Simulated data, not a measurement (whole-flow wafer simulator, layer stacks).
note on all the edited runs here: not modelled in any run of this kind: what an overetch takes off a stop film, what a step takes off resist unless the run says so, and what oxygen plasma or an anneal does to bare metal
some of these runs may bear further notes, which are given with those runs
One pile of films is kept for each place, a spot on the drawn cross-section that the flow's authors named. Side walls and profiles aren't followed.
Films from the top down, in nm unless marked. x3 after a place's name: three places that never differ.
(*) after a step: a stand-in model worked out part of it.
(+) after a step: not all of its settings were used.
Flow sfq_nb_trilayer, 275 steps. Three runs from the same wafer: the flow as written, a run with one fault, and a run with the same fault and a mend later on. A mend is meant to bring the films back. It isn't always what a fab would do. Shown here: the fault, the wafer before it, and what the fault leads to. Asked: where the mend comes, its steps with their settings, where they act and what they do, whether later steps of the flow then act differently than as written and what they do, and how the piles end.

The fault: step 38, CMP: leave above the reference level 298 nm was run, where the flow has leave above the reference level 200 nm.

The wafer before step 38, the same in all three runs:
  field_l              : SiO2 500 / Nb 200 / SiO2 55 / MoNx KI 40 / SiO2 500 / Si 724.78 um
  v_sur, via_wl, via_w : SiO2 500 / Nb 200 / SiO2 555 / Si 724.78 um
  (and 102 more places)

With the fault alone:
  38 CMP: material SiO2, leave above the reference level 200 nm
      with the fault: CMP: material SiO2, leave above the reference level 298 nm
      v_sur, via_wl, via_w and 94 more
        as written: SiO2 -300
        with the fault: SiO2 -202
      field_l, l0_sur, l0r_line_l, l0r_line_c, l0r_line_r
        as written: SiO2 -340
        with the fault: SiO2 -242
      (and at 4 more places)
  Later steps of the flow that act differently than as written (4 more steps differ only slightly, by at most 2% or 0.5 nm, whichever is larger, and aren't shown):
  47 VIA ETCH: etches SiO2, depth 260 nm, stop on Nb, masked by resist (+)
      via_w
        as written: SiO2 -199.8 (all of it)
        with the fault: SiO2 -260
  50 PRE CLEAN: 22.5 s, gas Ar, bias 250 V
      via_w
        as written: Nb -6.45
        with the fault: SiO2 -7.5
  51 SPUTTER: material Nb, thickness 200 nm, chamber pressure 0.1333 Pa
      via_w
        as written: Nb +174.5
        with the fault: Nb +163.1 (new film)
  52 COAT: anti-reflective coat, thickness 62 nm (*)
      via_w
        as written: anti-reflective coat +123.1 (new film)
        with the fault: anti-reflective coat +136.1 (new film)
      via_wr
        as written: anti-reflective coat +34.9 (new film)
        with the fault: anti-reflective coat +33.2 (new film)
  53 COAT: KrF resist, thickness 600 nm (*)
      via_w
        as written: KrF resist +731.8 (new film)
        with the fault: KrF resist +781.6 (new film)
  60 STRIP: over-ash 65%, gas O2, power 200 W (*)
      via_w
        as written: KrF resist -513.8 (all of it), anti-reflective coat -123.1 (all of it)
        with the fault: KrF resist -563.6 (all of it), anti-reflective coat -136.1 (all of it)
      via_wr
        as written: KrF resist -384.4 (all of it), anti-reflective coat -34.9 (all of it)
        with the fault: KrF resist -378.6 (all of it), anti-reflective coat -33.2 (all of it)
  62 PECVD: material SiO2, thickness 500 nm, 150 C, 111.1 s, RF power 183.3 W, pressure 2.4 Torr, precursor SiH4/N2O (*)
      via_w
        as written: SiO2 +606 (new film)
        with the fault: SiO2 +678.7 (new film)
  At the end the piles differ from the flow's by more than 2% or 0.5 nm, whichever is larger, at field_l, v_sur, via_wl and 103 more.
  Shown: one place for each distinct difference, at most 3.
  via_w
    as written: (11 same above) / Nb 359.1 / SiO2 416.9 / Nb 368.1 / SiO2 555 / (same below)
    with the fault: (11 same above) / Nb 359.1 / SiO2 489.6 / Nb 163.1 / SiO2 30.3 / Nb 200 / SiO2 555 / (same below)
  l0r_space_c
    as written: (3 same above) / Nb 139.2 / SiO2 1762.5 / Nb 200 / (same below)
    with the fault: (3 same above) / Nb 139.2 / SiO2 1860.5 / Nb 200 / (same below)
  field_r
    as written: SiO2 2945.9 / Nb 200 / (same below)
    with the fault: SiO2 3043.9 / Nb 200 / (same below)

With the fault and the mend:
  The mend comes after step 39.
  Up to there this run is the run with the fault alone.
  39a CMP: material SiO2, leave above the reference level 200 nm (the flow's step 38 once more)
      field_l, v_sur, via_wl and 103 more
        SiO2 -98
  No later step of the flow acts differently than as written at any place that is followed.
  At the end the piles are the same as the flow's at every place that both follow.
